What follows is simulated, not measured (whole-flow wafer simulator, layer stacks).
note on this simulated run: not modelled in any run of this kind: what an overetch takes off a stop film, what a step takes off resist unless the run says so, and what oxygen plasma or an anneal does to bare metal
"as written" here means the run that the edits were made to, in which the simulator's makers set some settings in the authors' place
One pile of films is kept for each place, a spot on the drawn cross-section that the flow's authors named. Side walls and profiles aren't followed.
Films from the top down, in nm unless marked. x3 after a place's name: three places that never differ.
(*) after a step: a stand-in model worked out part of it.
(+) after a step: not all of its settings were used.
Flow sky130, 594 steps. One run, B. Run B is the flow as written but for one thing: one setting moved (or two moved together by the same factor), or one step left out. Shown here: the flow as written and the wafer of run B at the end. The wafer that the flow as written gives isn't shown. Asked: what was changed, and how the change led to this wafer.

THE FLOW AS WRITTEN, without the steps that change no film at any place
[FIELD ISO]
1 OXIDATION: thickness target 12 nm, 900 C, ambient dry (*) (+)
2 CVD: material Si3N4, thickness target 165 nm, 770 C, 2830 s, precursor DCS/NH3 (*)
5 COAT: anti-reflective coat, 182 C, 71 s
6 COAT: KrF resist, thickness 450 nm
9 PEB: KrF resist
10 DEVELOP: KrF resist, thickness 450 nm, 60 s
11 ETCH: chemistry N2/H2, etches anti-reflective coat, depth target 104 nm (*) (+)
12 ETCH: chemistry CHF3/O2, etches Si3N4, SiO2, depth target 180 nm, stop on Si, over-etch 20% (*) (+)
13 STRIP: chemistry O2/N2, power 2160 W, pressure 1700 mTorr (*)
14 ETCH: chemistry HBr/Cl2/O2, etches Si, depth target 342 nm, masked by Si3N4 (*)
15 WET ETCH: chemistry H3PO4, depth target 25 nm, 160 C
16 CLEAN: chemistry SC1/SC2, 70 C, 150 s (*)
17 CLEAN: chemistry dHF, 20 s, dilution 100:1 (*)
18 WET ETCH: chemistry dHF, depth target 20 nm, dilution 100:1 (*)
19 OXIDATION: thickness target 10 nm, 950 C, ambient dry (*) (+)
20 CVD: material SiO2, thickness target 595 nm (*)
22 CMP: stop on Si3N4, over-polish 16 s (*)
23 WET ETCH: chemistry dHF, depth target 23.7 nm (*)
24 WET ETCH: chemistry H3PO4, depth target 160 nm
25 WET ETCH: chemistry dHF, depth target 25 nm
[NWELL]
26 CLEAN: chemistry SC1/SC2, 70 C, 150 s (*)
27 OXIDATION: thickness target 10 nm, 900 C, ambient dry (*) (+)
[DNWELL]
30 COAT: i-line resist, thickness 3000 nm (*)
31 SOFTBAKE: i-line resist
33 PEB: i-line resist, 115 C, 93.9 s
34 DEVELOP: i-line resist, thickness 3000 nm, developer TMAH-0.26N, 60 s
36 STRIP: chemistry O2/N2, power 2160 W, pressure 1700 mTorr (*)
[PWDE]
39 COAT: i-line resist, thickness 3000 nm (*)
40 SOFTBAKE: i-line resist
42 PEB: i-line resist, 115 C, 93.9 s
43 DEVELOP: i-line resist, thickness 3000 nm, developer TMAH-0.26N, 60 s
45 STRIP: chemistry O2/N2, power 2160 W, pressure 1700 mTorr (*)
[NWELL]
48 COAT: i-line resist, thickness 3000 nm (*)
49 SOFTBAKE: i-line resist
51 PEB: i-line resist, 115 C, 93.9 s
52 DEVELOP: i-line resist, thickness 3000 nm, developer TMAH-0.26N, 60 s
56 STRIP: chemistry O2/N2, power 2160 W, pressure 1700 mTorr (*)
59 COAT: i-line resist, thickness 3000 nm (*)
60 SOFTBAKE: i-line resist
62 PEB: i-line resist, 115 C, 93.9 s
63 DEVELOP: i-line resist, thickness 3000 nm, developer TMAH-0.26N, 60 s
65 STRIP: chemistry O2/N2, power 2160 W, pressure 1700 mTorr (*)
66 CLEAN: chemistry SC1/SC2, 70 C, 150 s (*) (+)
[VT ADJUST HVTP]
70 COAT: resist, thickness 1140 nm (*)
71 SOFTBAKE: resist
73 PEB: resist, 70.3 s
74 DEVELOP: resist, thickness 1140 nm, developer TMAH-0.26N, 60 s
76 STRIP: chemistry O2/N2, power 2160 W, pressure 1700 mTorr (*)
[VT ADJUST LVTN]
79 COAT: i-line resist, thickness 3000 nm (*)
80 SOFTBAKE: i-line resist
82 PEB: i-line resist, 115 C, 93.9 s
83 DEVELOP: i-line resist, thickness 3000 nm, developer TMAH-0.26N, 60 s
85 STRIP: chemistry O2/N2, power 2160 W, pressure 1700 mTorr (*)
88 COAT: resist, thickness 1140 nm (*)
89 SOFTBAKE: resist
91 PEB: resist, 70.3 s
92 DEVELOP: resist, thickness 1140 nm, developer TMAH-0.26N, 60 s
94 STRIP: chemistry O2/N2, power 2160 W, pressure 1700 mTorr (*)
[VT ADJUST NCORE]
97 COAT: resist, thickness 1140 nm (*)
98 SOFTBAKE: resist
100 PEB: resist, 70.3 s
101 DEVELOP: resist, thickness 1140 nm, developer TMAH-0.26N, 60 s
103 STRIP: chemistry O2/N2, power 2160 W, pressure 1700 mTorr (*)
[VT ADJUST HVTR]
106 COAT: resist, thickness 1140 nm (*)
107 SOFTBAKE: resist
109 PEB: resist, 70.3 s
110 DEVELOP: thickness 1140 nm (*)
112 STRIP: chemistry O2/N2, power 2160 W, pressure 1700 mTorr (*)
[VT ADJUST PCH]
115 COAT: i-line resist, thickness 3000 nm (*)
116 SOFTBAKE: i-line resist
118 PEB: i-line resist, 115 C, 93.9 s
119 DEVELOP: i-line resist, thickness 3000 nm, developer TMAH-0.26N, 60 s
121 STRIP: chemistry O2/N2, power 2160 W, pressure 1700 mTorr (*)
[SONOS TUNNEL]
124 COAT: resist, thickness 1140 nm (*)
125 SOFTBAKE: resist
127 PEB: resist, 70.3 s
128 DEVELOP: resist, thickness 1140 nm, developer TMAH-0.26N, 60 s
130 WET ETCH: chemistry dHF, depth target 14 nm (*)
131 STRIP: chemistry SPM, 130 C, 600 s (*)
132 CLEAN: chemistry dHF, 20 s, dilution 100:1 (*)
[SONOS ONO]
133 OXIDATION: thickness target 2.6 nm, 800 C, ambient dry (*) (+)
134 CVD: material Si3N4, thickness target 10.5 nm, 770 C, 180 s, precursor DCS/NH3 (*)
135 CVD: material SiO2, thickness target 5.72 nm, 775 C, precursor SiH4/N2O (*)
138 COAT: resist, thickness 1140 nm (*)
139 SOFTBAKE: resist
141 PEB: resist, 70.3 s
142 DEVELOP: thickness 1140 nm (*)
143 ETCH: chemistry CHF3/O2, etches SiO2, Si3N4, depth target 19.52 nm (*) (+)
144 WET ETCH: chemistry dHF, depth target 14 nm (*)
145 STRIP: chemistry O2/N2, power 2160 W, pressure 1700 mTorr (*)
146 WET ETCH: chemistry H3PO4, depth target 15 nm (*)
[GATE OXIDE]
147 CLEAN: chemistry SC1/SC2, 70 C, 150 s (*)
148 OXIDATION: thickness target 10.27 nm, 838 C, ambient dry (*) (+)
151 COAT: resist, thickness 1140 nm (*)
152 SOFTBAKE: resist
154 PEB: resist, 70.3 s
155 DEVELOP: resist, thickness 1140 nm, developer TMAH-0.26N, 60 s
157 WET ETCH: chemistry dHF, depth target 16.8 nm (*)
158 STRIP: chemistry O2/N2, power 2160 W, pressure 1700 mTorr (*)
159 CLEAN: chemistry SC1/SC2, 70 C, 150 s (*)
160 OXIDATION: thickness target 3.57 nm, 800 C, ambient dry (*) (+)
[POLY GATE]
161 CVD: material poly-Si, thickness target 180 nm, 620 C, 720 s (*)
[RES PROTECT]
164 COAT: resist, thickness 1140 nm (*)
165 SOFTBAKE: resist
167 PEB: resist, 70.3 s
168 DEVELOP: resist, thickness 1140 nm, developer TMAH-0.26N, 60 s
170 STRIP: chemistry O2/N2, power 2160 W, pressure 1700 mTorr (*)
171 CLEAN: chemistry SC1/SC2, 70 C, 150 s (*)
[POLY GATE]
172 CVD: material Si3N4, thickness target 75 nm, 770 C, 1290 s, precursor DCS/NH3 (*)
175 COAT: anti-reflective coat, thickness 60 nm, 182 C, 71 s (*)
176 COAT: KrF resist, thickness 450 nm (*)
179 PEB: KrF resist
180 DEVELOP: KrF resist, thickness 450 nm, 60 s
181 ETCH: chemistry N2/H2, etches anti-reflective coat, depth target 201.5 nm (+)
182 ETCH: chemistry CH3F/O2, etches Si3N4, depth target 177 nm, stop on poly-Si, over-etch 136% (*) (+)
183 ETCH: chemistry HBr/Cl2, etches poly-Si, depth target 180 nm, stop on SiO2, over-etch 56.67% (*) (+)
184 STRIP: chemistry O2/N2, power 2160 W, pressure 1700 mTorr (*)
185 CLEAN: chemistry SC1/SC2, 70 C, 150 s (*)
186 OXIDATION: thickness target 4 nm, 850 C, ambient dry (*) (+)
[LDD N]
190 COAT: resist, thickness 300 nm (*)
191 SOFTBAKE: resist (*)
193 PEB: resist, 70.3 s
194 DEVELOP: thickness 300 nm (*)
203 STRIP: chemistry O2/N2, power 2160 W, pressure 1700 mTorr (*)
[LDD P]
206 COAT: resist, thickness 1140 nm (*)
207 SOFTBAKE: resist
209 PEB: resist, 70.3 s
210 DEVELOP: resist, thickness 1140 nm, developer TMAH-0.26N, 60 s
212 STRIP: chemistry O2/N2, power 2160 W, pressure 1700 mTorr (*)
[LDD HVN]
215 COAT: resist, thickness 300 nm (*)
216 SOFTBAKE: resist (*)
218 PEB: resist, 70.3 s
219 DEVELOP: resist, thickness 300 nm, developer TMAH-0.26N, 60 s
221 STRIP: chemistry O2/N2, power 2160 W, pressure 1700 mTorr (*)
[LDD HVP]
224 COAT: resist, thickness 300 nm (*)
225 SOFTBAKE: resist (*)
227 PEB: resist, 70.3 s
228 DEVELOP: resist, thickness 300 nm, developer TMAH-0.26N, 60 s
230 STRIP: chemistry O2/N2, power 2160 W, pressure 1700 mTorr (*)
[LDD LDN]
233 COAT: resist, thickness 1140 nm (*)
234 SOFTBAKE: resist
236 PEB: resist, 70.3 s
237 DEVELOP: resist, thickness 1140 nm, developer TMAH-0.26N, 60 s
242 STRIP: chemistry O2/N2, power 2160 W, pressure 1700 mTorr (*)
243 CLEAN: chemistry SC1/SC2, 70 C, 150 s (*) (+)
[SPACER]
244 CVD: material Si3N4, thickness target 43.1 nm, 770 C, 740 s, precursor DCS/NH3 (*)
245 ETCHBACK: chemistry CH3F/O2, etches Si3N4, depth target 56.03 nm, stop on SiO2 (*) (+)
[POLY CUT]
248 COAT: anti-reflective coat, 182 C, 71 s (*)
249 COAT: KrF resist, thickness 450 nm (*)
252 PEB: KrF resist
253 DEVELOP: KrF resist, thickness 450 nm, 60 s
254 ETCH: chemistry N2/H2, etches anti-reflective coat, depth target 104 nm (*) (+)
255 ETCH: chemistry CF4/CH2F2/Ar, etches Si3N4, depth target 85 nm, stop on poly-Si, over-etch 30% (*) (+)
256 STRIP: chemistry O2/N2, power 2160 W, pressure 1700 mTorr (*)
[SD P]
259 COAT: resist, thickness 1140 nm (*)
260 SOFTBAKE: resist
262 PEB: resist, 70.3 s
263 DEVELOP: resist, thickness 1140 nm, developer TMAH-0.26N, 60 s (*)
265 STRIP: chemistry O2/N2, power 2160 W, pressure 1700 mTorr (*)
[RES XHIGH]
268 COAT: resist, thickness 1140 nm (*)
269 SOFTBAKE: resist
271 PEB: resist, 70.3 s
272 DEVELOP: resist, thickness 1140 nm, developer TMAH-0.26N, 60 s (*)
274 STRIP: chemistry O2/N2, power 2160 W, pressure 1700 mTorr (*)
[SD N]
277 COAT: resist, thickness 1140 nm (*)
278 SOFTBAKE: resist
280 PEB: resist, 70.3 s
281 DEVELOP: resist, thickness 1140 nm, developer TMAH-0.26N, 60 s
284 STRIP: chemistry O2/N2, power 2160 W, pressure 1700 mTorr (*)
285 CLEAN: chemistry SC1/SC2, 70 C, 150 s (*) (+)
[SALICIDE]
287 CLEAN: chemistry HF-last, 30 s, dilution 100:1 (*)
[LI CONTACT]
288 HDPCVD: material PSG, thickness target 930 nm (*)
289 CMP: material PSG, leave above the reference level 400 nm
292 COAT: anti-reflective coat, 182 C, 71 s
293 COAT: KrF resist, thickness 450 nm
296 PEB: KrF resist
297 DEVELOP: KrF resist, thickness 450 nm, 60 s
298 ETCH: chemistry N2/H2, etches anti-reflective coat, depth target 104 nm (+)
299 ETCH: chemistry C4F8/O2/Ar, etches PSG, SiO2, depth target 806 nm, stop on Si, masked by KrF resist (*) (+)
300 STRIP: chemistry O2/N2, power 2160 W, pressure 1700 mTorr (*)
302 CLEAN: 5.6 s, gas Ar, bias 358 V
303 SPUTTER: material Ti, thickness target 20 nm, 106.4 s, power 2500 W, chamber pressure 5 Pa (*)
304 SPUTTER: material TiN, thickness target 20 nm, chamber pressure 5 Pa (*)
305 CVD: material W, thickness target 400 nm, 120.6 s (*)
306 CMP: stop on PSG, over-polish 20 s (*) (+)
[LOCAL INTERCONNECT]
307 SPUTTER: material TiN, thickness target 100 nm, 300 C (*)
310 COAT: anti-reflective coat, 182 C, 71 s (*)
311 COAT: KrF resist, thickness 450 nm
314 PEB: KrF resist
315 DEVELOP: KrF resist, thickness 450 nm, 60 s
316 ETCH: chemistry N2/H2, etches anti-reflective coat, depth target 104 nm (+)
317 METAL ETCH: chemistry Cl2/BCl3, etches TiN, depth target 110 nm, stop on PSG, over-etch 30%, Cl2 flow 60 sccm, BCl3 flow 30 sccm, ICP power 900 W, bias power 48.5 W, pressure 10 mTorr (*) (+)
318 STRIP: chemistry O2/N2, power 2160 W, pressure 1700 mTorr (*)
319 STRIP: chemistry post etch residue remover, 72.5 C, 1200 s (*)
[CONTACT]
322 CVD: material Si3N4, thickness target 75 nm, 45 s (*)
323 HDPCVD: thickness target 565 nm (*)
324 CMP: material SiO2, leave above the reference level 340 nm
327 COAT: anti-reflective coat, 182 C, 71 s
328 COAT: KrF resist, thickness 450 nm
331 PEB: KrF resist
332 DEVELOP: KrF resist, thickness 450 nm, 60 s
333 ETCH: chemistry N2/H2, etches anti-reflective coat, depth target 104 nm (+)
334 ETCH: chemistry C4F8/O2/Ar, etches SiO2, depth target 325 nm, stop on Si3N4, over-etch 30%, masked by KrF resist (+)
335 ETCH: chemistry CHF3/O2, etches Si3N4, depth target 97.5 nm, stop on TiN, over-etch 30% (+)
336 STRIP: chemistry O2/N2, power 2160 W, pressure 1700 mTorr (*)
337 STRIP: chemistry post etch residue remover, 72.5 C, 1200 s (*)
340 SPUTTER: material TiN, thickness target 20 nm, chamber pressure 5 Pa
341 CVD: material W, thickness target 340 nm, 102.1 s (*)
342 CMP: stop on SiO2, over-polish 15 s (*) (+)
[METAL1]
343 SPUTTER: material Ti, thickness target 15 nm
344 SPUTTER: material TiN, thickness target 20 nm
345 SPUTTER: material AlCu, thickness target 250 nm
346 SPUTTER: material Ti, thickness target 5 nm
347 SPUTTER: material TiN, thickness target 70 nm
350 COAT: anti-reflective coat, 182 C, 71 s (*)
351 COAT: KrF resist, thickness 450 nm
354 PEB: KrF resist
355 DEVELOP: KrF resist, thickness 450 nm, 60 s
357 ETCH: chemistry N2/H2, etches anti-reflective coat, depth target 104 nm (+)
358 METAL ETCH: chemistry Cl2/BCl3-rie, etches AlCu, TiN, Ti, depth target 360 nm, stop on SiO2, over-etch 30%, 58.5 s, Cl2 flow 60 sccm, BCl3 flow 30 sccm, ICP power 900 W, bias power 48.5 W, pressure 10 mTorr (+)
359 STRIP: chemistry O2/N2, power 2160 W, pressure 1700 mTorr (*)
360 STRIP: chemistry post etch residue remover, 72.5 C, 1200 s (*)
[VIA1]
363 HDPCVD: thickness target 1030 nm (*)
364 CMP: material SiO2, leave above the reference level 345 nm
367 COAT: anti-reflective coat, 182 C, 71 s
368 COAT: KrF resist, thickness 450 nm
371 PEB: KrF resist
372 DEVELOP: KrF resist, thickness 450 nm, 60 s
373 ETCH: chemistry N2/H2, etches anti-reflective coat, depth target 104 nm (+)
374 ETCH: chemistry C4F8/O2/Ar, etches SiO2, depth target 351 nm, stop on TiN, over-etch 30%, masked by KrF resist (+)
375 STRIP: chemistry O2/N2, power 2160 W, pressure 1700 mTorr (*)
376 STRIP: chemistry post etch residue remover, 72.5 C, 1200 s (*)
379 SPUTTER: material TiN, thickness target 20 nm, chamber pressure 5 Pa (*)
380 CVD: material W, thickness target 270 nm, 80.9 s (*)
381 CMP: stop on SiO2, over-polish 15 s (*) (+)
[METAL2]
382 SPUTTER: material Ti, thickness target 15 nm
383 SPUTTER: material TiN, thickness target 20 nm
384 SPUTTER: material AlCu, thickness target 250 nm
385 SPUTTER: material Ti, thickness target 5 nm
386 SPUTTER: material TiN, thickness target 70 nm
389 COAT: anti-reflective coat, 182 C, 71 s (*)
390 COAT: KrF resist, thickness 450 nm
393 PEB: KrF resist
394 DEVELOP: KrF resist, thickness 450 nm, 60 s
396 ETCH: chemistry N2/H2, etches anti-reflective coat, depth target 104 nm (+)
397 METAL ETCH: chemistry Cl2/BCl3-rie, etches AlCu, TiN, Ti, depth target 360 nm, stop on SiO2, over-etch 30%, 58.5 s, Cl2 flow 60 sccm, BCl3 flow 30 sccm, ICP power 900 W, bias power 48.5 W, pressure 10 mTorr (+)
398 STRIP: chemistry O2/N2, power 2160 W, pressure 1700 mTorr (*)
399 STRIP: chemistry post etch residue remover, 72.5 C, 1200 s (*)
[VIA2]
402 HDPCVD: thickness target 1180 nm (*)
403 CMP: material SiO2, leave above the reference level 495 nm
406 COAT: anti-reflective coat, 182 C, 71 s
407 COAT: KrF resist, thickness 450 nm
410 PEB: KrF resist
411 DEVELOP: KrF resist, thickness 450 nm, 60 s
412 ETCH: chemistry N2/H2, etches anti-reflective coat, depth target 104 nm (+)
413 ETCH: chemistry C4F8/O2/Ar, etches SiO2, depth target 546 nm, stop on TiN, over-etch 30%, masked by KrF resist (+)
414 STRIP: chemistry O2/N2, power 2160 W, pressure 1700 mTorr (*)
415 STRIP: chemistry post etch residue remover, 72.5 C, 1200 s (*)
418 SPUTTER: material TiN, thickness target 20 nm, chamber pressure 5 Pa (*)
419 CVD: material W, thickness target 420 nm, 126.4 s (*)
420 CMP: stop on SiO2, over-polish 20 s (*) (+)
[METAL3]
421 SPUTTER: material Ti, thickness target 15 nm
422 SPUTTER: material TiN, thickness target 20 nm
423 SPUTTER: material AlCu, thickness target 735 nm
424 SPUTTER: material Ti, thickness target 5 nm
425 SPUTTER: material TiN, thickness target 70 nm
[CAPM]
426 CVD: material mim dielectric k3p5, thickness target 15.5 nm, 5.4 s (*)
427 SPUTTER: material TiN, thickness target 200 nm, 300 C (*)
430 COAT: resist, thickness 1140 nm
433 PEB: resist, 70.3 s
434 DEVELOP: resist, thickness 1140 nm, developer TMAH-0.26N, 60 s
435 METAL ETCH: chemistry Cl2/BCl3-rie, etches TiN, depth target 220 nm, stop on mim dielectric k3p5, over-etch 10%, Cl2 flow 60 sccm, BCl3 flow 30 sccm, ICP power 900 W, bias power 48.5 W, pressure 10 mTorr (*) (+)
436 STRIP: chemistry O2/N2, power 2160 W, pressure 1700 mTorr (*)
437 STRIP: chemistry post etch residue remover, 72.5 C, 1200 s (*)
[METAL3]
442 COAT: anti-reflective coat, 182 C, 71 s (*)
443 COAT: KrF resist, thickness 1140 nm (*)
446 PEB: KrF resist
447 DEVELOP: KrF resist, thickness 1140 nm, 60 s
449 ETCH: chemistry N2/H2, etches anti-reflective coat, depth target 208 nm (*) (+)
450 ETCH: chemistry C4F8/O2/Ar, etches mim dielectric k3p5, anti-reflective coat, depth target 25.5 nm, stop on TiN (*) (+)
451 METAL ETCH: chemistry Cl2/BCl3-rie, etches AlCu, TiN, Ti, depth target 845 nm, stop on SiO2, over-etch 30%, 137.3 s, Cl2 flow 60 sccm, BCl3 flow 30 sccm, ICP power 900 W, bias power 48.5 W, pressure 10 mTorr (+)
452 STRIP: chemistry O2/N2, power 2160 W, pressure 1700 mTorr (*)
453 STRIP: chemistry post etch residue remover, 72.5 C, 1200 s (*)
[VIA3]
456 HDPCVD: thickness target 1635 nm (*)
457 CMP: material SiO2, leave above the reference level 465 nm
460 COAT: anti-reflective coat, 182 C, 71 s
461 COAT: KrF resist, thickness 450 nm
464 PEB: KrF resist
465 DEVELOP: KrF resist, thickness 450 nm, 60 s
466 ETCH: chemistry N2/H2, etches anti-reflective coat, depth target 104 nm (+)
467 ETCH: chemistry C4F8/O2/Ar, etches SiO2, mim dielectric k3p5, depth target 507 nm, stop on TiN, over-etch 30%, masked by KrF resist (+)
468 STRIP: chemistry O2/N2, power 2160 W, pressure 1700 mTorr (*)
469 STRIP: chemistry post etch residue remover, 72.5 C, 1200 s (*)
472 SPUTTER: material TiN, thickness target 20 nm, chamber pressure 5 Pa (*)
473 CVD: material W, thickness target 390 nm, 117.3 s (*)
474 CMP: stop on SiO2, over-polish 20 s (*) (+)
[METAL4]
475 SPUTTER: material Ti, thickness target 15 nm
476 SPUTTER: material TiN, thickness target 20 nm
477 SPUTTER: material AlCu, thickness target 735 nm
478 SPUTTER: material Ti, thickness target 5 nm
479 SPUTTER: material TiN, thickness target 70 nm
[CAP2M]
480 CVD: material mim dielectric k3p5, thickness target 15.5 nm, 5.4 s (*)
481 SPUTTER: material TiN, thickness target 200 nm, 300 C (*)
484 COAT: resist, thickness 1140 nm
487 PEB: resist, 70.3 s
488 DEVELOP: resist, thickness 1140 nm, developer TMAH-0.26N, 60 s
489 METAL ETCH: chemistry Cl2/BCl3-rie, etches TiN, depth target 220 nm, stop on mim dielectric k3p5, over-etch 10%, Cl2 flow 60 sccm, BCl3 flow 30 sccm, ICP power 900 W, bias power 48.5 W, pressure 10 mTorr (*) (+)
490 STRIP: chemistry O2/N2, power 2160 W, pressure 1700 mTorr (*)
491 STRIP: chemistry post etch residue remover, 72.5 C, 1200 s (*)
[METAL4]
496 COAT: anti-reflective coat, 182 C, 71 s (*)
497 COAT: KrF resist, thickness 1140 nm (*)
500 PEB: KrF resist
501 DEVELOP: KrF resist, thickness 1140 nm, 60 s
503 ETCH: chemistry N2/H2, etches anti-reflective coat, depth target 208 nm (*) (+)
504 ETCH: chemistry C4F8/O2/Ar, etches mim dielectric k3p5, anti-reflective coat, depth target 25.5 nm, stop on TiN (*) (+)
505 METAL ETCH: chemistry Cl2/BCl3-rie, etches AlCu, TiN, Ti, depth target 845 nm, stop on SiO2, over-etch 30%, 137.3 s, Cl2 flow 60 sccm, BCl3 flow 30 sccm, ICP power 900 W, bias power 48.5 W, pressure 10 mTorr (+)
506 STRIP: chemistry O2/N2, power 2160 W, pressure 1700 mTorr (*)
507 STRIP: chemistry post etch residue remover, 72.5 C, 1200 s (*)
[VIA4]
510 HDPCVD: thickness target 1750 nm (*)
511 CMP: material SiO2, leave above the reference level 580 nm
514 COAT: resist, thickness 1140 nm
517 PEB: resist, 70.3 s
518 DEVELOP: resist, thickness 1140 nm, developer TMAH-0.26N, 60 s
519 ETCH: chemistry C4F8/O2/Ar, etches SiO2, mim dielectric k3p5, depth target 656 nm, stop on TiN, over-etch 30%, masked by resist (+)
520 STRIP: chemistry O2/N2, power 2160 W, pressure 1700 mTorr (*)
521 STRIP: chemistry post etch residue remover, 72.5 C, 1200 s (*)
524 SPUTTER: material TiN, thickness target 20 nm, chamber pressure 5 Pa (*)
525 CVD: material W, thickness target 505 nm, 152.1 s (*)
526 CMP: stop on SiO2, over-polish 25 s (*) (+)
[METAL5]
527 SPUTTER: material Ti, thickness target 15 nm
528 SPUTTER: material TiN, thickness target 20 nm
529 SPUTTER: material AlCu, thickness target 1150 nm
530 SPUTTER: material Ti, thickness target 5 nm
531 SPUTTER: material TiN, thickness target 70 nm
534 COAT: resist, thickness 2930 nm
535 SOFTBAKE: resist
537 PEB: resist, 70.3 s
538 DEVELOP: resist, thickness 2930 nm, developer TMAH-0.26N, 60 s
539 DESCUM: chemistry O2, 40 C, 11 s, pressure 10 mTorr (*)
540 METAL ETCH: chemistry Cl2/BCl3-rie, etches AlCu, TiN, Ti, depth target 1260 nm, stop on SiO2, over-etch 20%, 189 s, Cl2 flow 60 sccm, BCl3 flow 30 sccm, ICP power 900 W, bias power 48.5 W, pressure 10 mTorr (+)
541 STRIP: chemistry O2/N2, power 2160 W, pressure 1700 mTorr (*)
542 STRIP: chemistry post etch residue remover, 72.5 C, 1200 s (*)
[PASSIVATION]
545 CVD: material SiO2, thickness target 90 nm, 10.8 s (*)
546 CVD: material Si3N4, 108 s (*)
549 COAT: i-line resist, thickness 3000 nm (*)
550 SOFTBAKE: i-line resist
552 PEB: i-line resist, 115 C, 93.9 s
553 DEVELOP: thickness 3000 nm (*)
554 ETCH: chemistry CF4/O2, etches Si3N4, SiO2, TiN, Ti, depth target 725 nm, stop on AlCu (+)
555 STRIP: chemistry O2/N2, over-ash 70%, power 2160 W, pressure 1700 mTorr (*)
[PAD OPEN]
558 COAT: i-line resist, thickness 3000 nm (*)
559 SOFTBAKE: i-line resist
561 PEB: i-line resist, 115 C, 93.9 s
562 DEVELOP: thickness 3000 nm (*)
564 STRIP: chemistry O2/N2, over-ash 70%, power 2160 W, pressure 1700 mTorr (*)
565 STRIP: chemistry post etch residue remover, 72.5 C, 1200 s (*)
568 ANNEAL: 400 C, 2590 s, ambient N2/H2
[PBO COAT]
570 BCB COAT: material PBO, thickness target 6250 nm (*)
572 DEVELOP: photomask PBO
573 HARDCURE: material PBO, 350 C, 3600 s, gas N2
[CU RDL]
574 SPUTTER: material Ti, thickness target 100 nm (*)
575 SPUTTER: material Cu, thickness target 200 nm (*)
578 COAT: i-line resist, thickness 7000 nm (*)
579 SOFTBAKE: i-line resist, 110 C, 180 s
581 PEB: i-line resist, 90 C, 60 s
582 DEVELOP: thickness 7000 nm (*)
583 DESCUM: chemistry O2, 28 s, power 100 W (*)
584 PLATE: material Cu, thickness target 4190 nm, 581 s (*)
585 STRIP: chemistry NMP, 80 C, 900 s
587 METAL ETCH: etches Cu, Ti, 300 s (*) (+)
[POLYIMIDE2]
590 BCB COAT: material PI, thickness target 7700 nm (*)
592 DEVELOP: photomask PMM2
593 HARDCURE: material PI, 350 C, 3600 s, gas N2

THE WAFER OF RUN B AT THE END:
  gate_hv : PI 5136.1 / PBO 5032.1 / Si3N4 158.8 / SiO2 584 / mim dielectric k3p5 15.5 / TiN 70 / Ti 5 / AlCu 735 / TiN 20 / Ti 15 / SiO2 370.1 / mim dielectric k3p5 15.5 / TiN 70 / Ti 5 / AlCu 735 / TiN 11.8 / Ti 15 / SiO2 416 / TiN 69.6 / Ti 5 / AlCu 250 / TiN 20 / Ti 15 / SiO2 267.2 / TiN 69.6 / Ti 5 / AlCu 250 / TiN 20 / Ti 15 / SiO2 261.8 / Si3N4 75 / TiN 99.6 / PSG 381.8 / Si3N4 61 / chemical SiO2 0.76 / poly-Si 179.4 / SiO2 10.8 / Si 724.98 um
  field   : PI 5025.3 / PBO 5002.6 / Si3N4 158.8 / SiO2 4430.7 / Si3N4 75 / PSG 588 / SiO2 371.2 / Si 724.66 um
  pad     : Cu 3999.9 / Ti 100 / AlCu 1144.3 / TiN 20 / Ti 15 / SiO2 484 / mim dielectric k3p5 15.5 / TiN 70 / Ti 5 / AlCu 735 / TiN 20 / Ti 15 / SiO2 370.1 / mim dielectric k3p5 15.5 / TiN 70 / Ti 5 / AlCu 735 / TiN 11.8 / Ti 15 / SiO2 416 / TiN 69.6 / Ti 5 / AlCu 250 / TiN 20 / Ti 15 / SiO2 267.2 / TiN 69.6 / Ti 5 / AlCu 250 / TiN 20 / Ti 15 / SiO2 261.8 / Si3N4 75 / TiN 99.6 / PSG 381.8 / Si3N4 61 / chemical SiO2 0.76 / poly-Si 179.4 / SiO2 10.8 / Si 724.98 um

The cause: step 422, SPUTTER: thickness target 11.8 nm was run, where the flow has thickness target 20 nm.
It can be read off the wafer: gate_hv has TiN 11.8, and step 422 as written asks for 20 nm.

How the change led to this, step by step:
  422 SPUTTER: material TiN, thickness target 20 nm
      field, active, n_well and 188 more: TiN +11.8 (new film) (as written it would be: TiN +20 (new film))
  451 METAL ETCH: chemistry Cl2/BCl3-rie, etches AlCu, TiN, Ti, depth target 845 nm, stop on SiO2, over-etch 30%, 137.3 s, Cl2 flow 60 sccm, BCl3 flow 30 sccm, ICP power 900 W, bias power 48.5 W, pressure 10 mTorr (+)
      field, gate, spacer and 68 more: TiN -70 (all of it), Ti -5 (all of it), AlCu -735 (all of it), TiN -11.8 (all of it), Ti -15 (all of it), SiO2 -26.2 (as written it would be: TiN -70 (all of it), Ti -5 (all of it), AlCu -735 (all of it), TiN -20 (all of it), Ti -15 (all of it), SiO2 -25.4)
      active, vpp_ln, vpp_iso2 and 11 more: TiN -70 (all of it), Ti -5 (all of it), AlCu -735 (all of it), TiN -11.8 (all of it), Ti -15 (all of it), SiO2 -26.2 (as written it would be: TiN -70 (all of it), Ti -5 (all of it), AlCu -735 (all of it), TiN -20 (all of it), Ti -15 (all of it), SiO2 -25.3)
